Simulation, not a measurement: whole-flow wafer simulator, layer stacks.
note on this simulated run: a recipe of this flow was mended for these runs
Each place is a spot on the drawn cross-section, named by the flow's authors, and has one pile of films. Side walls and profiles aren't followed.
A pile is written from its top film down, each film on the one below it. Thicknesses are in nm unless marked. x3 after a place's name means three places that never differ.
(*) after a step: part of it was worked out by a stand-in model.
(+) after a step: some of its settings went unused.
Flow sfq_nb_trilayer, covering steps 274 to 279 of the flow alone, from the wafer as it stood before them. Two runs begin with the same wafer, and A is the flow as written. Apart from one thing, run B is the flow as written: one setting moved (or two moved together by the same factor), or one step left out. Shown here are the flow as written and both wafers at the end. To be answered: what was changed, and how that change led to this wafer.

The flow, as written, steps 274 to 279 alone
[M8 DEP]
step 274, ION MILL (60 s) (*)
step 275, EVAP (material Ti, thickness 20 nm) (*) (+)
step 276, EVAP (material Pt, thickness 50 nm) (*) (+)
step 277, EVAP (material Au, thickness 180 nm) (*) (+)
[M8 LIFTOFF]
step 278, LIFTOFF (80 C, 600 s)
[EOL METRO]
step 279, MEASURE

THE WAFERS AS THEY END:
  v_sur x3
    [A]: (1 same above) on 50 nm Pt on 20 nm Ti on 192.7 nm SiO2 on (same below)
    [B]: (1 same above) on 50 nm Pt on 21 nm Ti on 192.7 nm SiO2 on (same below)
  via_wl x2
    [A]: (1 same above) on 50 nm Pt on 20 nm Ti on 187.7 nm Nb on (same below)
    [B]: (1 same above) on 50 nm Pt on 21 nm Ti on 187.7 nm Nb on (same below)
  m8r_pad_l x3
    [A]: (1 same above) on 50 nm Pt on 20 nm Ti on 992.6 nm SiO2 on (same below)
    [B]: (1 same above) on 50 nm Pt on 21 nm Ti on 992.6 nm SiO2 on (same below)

Cause: step 275, EVAP: thickness 21 nm was run, while the flow as written has thickness 20 nm.
The wafer lets one read it off: v_sur x3 has Ti 21, and step 275 as written asks for 20 nm.

The path from the change to this, step by step:
  step 275, EVAP (material Ti, thickness 20 nm) (*) (+)
      field_l, v_sur x3, via_wl x2 and 100 more: A Ti gains 20 (new film) | B Ti gains 21 (new film)
  step 278, LIFTOFF (80 C, 600 s)
      p4_fl x5, p4_w1 x9, p3_s0 x11 and 49 more: A Au loses 180 (all of it), Pt loses 50 (all of it), Ti loses 20 (all of it), KrF-resist-other-grade loses 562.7 (all of it), lift-off-underlayer loses 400 (all of it) | B Au loses 180 (all of it), Pt loses 50 (all of it), Ti loses 21 (all of it), KrF-resist-other-grade loses 562.7 (all of it), lift-off-underlayer loses 400 (all of it)
      r_sur, res, r_end: A Au loses 180 (all of it), Pt loses 50 (all of it), Ti loses 20 (all of it), KrF-resist-other-grade loses 559.9 (all of it), lift-off-underlayer loses 399.5 (all of it) | B Au loses 180 (all of it), Pt loses 50 (all of it), Ti loses 21 (all of it), KrF-resist-other-grade loses 559.9 (all of it), lift-off-underlayer loses 399.5 (all of it)
      (also at 18 further places)
